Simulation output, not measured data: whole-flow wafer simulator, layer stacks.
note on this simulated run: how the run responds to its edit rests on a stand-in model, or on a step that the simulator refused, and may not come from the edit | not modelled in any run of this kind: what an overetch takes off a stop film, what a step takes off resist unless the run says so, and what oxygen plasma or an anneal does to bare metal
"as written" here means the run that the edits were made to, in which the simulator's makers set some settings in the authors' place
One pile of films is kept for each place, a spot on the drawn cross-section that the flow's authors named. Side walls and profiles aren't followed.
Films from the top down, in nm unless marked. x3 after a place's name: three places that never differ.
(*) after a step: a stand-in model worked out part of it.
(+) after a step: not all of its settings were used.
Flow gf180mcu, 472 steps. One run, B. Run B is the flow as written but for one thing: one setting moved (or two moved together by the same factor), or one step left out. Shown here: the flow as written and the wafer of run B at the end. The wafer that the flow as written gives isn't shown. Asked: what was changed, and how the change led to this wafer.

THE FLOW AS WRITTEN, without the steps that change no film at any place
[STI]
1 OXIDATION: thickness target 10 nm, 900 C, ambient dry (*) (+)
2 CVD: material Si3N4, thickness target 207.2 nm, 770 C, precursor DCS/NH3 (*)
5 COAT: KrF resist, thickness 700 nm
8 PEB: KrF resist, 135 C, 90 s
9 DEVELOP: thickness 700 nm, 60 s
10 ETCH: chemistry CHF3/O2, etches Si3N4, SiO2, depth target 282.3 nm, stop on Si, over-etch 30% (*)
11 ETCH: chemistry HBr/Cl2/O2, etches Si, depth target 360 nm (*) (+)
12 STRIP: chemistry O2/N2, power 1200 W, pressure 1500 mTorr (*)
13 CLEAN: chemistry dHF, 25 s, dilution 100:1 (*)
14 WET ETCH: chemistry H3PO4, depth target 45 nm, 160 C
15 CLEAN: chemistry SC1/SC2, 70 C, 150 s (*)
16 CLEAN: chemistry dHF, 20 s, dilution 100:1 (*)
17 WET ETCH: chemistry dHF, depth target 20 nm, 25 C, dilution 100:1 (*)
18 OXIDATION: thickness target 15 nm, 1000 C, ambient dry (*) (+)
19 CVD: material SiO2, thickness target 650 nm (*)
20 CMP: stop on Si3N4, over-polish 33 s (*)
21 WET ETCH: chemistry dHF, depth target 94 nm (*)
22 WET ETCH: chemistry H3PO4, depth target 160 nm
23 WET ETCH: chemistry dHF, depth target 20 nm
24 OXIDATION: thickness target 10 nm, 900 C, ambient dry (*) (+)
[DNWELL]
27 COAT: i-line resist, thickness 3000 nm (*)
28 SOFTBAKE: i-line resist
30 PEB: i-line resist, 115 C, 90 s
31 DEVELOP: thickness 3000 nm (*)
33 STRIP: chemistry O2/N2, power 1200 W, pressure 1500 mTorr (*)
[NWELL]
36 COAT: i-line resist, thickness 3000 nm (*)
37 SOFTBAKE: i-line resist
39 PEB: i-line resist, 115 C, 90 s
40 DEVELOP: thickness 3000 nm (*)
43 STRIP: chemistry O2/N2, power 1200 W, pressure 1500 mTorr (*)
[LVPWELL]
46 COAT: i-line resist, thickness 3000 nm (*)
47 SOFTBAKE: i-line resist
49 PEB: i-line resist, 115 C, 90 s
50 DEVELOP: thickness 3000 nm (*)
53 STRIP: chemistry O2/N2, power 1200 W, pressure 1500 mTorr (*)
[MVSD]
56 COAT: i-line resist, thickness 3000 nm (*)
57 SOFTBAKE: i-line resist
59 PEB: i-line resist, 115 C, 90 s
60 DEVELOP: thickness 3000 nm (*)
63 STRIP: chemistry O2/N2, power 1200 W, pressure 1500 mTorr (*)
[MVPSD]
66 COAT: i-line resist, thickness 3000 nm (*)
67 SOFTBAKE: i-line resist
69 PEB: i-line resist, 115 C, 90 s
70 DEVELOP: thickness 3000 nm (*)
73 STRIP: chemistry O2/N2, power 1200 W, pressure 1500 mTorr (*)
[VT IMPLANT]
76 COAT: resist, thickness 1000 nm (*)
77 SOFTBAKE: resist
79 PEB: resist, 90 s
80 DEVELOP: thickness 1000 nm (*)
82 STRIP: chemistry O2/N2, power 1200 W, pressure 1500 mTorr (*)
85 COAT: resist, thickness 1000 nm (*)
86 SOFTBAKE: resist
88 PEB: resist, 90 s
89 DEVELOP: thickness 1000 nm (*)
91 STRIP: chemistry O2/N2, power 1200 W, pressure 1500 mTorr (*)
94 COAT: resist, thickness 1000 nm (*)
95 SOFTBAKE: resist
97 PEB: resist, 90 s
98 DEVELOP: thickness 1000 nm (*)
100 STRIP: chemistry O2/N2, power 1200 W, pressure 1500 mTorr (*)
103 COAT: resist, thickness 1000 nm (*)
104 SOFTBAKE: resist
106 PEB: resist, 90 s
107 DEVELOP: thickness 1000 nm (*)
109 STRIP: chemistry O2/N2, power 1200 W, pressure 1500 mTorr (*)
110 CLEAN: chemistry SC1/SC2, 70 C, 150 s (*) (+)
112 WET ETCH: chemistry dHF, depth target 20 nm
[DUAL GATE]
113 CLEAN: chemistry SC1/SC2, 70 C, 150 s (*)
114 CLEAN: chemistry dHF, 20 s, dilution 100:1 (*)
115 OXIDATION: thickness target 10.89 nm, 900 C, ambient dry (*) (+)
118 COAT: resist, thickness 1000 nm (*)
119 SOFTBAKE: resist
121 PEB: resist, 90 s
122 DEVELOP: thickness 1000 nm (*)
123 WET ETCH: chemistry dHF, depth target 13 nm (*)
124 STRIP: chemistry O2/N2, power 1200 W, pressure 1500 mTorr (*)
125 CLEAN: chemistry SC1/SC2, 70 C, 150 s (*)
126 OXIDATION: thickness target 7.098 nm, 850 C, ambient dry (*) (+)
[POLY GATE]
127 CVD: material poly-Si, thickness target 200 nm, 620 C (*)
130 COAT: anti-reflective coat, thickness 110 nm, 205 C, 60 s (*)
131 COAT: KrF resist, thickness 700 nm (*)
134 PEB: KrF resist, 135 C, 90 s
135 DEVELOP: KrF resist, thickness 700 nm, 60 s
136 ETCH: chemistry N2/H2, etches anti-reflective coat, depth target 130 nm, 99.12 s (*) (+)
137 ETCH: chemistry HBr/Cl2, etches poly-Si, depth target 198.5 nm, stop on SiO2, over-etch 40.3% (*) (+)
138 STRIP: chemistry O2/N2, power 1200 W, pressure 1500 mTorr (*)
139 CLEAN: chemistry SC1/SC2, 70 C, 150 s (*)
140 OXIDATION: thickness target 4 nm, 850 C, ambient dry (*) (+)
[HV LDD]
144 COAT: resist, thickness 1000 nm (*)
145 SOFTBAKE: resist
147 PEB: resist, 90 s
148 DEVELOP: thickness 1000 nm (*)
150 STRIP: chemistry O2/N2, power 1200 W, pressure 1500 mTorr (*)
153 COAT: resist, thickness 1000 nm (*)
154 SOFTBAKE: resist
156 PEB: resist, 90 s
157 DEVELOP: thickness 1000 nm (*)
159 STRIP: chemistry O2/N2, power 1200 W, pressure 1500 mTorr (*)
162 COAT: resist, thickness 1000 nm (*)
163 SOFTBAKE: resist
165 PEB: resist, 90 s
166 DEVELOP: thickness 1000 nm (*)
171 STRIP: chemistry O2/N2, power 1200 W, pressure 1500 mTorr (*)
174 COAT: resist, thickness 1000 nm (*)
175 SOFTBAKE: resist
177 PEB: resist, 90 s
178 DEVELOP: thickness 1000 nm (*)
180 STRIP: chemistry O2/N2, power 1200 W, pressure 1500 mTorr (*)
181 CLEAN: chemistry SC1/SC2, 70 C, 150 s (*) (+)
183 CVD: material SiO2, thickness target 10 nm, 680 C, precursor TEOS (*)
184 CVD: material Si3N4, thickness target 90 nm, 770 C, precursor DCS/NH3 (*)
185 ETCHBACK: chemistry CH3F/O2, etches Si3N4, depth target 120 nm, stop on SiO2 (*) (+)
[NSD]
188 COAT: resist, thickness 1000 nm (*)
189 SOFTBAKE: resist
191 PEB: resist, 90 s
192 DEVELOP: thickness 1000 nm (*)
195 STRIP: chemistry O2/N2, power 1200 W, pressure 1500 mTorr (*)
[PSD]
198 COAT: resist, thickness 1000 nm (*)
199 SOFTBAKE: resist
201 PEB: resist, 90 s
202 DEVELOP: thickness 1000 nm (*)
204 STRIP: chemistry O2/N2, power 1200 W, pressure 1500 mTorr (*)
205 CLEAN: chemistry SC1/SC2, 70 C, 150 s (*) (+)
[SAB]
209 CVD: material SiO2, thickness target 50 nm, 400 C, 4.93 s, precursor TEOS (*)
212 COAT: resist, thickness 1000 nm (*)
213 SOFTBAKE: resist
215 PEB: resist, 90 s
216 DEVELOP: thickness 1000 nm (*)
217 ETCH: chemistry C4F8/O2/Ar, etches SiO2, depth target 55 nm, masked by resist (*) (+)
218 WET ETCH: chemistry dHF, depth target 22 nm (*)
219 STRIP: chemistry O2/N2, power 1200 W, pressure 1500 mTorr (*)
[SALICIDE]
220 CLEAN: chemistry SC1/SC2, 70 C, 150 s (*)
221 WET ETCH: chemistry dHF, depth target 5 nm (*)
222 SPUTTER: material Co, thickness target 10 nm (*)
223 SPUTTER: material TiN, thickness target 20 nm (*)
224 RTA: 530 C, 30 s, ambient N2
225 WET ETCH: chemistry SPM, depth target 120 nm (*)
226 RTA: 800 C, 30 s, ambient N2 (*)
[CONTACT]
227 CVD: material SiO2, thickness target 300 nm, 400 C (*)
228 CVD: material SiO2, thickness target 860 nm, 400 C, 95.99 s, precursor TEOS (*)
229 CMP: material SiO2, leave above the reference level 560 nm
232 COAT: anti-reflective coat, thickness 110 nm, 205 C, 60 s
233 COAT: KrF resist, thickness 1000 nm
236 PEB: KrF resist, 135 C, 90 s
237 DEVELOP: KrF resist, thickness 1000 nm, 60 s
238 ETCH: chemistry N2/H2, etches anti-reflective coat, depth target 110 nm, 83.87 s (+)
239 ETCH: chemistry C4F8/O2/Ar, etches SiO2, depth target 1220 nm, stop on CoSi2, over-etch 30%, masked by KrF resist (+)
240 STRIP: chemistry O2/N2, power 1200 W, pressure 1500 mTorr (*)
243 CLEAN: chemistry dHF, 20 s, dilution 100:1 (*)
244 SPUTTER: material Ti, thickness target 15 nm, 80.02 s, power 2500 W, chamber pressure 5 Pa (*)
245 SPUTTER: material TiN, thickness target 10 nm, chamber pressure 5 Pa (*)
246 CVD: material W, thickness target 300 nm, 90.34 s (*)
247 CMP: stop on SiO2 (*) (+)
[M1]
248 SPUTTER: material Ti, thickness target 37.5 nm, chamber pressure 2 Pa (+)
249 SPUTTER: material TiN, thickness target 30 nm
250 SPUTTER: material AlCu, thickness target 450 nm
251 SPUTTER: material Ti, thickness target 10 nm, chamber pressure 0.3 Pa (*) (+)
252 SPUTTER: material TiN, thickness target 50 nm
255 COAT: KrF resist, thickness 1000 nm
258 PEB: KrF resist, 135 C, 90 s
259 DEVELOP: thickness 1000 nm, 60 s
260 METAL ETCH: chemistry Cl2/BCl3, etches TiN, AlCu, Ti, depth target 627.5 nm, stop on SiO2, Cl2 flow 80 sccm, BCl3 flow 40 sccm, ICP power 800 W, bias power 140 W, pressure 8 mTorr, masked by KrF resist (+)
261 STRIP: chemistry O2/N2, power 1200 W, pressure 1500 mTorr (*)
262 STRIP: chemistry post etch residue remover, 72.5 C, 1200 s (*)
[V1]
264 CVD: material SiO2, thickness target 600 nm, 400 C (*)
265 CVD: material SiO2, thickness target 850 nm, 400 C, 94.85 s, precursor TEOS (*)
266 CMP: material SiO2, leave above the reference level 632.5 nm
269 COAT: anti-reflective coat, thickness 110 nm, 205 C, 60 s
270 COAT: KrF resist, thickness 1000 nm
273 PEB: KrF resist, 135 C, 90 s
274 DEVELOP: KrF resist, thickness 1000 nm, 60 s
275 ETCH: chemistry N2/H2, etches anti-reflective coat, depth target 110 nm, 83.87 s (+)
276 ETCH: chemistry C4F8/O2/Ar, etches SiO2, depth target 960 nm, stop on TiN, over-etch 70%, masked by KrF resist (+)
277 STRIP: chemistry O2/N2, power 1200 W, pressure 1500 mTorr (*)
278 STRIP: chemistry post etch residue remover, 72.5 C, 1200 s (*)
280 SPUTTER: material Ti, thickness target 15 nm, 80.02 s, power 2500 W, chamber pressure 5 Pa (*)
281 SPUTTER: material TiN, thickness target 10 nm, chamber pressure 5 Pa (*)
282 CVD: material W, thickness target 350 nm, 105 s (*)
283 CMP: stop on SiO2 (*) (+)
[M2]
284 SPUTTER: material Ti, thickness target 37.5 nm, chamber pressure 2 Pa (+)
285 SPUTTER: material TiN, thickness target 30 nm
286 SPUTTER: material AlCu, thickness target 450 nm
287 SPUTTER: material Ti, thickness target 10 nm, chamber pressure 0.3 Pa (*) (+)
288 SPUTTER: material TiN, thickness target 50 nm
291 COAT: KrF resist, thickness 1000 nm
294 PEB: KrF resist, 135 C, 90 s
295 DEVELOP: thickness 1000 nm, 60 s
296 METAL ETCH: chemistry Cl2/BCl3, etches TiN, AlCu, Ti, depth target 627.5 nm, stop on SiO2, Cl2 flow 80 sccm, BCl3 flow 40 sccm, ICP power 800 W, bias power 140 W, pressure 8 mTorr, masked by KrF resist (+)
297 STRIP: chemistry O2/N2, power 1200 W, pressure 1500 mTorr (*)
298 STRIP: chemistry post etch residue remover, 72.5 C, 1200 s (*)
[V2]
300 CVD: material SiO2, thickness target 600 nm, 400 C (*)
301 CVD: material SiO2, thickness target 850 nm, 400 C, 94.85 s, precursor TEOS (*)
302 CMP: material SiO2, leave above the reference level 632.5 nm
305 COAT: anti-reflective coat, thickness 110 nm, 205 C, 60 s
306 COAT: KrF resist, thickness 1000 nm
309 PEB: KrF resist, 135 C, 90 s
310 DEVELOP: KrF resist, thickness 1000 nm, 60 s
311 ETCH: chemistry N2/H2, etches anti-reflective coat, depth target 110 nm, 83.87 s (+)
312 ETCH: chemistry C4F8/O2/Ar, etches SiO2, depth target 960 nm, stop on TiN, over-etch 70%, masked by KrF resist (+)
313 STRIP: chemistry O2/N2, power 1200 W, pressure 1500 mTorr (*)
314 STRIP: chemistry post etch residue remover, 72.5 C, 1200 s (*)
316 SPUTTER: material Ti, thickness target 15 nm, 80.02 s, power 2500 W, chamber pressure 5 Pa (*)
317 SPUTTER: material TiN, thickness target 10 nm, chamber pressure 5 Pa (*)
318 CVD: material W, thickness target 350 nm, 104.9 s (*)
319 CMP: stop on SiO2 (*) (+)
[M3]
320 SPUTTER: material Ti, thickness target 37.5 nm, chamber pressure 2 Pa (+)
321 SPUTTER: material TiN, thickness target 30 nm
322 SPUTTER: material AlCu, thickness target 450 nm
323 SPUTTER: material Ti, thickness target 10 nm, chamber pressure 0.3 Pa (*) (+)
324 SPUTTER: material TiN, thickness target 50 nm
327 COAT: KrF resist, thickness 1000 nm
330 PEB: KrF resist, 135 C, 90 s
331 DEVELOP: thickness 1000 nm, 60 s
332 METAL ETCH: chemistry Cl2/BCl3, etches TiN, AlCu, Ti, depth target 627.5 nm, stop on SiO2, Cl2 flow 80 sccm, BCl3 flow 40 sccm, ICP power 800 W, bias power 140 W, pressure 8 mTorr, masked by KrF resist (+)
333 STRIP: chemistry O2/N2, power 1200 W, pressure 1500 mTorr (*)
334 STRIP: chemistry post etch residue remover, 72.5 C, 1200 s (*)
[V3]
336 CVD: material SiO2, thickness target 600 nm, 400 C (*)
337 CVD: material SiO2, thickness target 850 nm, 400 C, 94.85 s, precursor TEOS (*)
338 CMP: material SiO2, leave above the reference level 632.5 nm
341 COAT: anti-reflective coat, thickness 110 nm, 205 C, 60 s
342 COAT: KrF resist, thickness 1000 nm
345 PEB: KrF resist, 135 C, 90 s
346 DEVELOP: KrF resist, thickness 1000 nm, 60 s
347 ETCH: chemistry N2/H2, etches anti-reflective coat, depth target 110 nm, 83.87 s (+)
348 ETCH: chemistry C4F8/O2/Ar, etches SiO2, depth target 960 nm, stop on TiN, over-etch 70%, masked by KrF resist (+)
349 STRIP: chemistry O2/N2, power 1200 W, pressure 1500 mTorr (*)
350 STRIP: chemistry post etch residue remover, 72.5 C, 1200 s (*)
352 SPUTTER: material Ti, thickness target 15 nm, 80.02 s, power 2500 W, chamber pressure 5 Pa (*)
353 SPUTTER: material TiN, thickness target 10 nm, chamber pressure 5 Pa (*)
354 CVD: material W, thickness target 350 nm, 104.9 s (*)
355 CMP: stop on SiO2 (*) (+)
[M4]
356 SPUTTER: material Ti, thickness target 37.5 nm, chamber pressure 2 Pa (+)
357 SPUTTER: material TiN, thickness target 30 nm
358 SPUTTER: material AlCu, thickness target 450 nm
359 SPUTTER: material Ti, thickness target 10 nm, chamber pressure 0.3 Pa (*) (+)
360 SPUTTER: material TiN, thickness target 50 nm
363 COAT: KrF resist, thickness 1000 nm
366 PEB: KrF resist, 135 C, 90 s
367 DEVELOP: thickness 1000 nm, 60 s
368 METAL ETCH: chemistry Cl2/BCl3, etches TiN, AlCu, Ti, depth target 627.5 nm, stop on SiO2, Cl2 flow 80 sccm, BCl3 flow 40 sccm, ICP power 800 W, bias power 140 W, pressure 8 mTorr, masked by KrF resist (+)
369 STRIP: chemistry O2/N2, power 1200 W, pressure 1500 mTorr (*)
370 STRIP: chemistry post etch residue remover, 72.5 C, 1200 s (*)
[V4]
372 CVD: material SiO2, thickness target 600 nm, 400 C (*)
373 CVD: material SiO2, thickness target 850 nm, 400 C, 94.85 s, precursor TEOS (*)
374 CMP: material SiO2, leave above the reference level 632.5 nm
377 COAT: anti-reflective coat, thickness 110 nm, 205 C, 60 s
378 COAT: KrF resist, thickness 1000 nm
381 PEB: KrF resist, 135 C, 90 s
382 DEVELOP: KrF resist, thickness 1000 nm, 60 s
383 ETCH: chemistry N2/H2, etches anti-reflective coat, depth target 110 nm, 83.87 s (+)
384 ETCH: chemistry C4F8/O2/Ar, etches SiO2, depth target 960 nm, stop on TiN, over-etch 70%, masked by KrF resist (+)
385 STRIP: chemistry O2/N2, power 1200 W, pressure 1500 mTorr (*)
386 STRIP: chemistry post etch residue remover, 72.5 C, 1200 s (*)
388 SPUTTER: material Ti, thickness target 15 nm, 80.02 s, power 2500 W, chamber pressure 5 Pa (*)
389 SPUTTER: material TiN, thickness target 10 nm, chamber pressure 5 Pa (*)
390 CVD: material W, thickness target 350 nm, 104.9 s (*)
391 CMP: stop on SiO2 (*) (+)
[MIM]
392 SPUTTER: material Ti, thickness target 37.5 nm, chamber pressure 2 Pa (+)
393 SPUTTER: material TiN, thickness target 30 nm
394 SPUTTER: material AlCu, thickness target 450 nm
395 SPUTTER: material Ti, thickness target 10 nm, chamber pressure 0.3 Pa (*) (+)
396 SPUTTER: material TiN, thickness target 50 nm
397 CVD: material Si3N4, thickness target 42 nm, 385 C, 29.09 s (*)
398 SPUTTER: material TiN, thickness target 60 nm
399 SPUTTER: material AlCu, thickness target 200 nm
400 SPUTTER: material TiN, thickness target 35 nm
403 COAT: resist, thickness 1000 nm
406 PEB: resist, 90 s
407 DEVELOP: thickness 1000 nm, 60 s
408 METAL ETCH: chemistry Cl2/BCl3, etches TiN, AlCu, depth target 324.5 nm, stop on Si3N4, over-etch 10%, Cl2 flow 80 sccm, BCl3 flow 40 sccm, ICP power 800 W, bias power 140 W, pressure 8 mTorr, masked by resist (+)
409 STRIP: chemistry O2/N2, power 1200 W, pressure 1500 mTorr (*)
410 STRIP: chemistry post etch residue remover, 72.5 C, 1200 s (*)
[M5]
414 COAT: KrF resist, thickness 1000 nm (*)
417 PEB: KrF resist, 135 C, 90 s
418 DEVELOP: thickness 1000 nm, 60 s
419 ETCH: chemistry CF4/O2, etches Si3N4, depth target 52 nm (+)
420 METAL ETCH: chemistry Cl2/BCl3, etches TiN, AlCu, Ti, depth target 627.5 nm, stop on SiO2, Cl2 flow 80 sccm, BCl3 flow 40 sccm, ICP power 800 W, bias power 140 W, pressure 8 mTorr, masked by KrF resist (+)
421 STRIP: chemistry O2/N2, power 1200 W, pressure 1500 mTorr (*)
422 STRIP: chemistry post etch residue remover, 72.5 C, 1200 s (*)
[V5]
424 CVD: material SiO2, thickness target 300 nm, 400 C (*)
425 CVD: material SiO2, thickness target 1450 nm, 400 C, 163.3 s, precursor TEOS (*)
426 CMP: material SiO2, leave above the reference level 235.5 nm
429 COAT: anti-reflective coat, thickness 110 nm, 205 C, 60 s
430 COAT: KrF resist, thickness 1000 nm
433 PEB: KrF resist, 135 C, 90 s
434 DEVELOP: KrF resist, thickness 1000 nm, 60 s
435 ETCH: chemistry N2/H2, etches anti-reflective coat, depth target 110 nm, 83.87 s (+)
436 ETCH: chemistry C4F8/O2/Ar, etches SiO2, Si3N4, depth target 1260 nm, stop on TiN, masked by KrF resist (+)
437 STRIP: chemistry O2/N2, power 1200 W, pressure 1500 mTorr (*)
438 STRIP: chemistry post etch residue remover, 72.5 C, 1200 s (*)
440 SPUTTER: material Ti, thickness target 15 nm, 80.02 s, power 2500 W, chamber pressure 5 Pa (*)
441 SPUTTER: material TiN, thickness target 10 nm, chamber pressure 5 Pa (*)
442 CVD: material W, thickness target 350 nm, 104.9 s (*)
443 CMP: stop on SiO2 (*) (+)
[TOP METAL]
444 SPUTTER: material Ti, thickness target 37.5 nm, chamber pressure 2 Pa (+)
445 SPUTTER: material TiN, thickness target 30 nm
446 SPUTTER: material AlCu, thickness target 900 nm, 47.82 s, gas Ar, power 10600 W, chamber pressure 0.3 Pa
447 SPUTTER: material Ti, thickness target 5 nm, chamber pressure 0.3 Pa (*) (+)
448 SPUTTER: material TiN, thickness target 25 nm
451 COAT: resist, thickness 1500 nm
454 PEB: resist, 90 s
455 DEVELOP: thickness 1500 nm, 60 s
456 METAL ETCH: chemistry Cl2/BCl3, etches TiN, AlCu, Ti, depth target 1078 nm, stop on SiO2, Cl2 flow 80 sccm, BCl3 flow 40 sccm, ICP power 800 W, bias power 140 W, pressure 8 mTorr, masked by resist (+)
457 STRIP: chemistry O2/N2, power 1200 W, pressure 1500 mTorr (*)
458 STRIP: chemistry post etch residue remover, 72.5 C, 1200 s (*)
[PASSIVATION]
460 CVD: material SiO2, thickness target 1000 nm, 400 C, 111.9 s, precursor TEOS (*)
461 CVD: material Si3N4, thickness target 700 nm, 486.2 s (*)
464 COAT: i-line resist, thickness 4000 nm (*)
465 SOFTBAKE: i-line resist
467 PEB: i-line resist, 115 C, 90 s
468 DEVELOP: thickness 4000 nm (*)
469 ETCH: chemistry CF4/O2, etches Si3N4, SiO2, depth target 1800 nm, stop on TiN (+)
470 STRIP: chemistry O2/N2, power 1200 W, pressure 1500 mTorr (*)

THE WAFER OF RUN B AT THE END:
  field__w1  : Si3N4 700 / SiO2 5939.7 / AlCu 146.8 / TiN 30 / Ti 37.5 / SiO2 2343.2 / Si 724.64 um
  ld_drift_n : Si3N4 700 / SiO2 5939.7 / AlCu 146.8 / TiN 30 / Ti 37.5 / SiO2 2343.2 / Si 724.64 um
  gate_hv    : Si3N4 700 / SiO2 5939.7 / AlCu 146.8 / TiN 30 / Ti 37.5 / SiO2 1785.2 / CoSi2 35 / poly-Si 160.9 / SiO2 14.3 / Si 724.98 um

The cause: step 286, SPUTTER: thickness target 720 nm was run, where the flow has thickness target 450 nm.

How the change led to this, step by step:
  286 SPUTTER: material AlCu, thickness target 450 nm
      field, field__w1, field__w2 and 108 more: AlCu +720 (new film) (as written it would be: AlCu +450 (new film))
  296 METAL ETCH: chemistry Cl2/BCl3, etches TiN, AlCu, Ti, depth target 627.5 nm, stop on SiO2, Cl2 flow 80 sccm, BCl3 flow 40 sccm, ICP power 800 W, bias power 140 W, pressure 8 mTorr, masked by KrF resist (+)
      field, field__w1, field__w2 and 103 more: TiN -50 (all of it), Ti -10 (all of it), AlCu -567.5 (as written it would be: TiN -50 (all of it), Ti -10 (all of it), AlCu -450 (all of it), TiN -30 (all of it), Ti -37.5 (all of it))
  298 STRIP: chemistry post etch residue remover, 72.5 C, 1200 s (*)
      field, field__w1, field__w2 and 103 more: AlCu -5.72 (as written it would be: nothing)
  300 CVD: material SiO2, thickness target 600 nm, 400 C (*)
      field, field__w1, field__w2 and 103 more: SiO2 +600 (new film) (as written it would be: SiO2 +600)
  302 CMP: material SiO2, leave above the reference level 632.5 nm
      field, field__w1, field__w2 and 103 more: SiO2 -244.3 (as written it would be: SiO2 -300)
Counting metal films that touch as one body, field__w1 has 1 body; the flow as written gives 0 bodies.
Counting metal films that touch as one body, ld_drift_n has 1 body; the flow as written gives 0 bodies.
Counting metal films that touch as one body, gate_hv has 2 bodies (between them, from the top down: SiO2 1785.2); the flow as written gives 1 body.
